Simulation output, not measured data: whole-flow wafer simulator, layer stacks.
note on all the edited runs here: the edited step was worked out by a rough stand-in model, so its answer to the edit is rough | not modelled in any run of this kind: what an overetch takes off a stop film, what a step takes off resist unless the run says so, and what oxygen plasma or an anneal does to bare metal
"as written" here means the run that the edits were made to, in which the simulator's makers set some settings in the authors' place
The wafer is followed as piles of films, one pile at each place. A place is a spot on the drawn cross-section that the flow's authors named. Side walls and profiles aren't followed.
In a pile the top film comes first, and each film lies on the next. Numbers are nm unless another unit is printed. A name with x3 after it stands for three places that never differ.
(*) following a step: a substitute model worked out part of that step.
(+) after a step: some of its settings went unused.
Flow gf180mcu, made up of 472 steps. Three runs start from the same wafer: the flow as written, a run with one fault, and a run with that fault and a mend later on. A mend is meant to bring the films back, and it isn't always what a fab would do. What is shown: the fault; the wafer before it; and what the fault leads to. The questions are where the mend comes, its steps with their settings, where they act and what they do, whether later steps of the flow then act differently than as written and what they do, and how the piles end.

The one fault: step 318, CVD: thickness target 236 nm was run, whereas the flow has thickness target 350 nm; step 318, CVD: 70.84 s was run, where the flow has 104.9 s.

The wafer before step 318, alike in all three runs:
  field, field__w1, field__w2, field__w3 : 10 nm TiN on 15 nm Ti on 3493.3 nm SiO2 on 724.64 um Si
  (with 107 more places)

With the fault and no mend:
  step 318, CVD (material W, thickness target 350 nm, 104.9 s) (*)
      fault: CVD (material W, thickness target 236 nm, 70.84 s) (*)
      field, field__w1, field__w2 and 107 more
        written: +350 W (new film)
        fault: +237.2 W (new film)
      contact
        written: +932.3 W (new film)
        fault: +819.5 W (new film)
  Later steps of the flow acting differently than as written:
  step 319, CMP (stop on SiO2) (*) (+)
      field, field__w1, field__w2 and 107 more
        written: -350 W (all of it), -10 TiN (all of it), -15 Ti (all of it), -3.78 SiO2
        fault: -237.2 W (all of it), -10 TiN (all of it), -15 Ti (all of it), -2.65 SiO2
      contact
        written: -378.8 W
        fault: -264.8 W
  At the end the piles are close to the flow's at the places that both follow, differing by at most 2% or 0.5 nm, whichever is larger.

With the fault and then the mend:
  The mend follows step 318.
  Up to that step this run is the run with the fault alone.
  step 318a, CVD (material W, thickness target 114 nm, 34.18 s) (a further turn of the flow's step 318, with different settings)
      field, field__w1, field__w2 and 108 more
        +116 W
  Later steps of the flow that are run all act as written at every place that is followed, up to a difference of at most 2% or 0.5 nm, whichever is larger.
  At the end the piles are close to the flow's at the places that both follow, differing by at most 2% or 0.5 nm, whichever is larger.
